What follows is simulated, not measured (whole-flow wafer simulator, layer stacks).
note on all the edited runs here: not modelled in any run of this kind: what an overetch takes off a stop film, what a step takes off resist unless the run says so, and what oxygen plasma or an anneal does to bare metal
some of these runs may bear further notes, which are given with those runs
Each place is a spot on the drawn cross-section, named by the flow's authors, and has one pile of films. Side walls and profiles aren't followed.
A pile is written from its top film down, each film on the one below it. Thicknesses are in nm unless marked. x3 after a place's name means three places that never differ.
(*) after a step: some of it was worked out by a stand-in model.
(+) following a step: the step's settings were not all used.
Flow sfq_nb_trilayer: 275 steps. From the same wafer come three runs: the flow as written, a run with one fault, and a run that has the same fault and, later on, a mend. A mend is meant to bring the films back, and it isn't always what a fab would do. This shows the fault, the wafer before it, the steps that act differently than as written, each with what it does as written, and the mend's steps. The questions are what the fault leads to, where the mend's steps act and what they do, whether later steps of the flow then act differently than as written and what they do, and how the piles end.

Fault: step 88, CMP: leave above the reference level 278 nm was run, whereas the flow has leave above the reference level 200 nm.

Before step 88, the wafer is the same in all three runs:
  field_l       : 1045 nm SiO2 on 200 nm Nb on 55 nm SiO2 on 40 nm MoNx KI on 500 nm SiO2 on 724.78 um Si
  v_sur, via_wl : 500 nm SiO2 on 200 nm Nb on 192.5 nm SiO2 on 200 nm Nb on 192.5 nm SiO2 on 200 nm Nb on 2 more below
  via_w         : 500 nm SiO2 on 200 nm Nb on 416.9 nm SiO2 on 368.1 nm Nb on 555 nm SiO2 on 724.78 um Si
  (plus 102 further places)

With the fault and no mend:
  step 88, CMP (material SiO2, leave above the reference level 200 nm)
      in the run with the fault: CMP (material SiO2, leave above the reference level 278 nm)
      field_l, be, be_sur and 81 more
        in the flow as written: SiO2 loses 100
        in the run with the fault: SiO2 loses 22
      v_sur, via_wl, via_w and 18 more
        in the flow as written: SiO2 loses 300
        in the run with the fault: SiO2 loses 222
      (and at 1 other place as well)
  Later steps of the flow acting differently than as written (not shown: 4 more steps that differ only slightly, by at most 2% or 0.5 nm, whichever is larger):
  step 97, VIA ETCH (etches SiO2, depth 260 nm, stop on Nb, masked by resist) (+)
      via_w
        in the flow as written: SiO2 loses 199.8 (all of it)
        in the run with the fault: SiO2 loses 260
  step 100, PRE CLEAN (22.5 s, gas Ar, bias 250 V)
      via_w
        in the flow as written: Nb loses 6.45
        in the run with the fault: SiO2 loses 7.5
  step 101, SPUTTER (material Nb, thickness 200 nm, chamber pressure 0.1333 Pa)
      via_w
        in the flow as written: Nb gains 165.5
        in the run with the fault: Nb gains 152.6 (new film)
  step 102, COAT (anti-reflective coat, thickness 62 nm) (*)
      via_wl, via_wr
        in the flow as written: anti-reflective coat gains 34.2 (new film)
        in the run with the fault: anti-reflective coat gains 23 (new film)
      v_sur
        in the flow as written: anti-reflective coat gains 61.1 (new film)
        in the run with the fault: anti-reflective coat gains 55.7 (new film)
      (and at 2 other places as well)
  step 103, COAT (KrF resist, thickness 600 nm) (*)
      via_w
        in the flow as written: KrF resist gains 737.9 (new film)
        in the run with the fault: KrF resist gains 794 (new film)
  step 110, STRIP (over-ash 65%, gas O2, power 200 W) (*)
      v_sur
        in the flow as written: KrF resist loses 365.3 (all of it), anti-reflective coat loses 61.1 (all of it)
        in the run with the fault: KrF resist loses 362.3 (all of it), anti-reflective coat loses 55.7 (all of it)
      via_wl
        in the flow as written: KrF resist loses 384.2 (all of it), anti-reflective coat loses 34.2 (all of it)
        in the run with the fault: KrF resist loses 383.9 (all of it), anti-reflective coat loses 23 (all of it)
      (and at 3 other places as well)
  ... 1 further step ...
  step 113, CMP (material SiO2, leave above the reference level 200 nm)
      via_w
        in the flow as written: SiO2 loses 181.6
        in the run with the fault: SiO2 loses 157.1
  The piles end different from the flow's at field_l, v_sur, via_wl and 103 more by more than 2% or 0.5 nm, whichever is larger.
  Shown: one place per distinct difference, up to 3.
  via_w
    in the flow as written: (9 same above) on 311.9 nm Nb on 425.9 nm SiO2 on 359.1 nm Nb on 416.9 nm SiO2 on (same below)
    in the run with the fault: (9 same above) on 311.9 nm Nb on 500.1 nm SiO2 on 152.6 nm Nb on 10.3 nm SiO2 on 200 nm Nb on 416.9 nm SiO2 on (same below)
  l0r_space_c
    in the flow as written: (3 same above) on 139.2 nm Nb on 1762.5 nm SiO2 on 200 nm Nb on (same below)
    in the run with the fault: (3 same above) on 139.2 nm Nb on 1840.5 nm SiO2 on 200 nm Nb on (same below)
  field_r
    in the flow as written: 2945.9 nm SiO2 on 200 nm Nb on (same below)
    in the run with the fault: 3023.9 nm SiO2 on 200 nm Nb on (same below)

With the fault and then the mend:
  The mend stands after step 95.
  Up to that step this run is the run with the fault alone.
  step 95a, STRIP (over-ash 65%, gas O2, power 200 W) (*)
      field_l, v_sur, via_wl and 102 more
        KrF resist loses 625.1 (all of it), anti-reflective coat loses 62 (all of it)
      via_w
        anti-reflective coat loses 62 (all of it)
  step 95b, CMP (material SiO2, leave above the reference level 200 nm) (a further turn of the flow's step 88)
      field_l, v_sur, via_wl and 103 more
        SiO2 loses 78
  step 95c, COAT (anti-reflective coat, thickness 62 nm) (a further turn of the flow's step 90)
      field_l, v_sur, via_wl and 103 more
        anti-reflective coat gains 62 (new film)
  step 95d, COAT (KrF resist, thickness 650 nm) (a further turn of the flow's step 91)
      field_l, v_sur, via_wl and 103 more
        KrF resist gains 650 (new film)
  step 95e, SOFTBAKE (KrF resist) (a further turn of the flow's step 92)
      alters no film at any place that is followed
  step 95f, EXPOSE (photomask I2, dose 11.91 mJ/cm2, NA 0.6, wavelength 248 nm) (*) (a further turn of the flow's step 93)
      alters no film at any place that is followed
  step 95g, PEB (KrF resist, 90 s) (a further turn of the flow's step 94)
      field_l, v_sur, via_wl and 103 more
        KrF resist loses 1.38
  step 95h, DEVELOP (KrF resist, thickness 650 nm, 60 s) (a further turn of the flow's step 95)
      field_l, v_sur, via_wl and 102 more
        KrF resist loses 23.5
      via_w
        KrF resist loses 648.6 (all of it)
  None of the later steps of the flow acts differently than as written at any place that is followed.
  At every place that both follow, the piles at the end match the flow's.
